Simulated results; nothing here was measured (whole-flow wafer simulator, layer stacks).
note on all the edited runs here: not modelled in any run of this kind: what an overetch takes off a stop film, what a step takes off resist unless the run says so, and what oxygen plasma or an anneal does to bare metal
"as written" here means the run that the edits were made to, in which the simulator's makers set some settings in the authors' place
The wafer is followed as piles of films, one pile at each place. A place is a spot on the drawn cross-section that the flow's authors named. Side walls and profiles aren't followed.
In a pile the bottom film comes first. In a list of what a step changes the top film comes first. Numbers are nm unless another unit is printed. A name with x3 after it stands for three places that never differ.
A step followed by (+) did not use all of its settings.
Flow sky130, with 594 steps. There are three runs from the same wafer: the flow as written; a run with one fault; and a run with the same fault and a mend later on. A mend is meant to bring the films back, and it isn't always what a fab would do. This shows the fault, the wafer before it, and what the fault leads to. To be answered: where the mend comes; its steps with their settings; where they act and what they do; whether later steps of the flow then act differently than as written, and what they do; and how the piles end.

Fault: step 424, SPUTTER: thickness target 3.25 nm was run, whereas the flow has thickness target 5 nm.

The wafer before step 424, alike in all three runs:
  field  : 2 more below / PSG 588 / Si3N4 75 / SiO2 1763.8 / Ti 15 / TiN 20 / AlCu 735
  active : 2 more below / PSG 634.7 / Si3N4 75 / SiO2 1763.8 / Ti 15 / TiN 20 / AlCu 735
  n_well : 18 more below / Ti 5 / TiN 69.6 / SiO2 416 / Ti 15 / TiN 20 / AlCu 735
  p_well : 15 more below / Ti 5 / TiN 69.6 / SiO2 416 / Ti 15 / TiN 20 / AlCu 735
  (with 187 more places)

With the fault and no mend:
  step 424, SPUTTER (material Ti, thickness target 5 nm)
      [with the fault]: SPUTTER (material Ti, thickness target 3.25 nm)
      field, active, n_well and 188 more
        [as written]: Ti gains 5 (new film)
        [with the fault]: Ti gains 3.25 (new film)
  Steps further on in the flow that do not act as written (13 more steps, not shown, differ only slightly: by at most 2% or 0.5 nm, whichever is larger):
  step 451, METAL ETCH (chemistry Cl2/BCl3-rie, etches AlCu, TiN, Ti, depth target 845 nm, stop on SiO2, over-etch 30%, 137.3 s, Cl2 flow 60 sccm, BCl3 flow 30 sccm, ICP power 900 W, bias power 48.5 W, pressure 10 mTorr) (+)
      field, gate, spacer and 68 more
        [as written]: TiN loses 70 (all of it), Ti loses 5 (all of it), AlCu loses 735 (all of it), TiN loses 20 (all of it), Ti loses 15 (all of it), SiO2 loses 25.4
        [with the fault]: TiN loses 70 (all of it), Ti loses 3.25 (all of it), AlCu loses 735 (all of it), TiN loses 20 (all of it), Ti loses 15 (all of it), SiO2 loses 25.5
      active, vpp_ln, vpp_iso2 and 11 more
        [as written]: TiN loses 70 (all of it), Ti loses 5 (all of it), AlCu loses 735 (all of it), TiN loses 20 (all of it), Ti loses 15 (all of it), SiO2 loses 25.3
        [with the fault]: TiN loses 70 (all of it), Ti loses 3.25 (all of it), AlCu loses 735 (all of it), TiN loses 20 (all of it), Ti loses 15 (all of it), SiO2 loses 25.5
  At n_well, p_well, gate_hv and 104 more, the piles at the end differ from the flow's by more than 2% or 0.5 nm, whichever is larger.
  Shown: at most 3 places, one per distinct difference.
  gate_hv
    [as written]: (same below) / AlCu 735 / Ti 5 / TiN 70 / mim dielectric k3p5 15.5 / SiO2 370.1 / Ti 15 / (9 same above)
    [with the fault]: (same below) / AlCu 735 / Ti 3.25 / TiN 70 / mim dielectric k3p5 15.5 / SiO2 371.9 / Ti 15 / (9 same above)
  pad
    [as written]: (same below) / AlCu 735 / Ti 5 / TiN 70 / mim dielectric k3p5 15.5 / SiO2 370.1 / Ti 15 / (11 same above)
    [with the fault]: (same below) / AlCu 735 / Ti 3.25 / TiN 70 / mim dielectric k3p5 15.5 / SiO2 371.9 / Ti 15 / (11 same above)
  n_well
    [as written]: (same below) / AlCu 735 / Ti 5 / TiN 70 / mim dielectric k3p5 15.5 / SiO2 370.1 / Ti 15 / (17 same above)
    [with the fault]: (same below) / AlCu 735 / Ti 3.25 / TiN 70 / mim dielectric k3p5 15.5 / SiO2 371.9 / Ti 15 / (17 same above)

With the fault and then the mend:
  The mend stands after step 424.
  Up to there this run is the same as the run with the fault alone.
  step 424a, SPUTTER (material Ti, thickness target 1.75 nm) (a further turn of the flow's step 424, with different settings)
      field, active, n_well and 188 more
        Ti gains 1.75
  None of the later steps of the flow acts differently than as written at any place that is followed.
  By the end, the piles equal the flow's at every place that both follow.
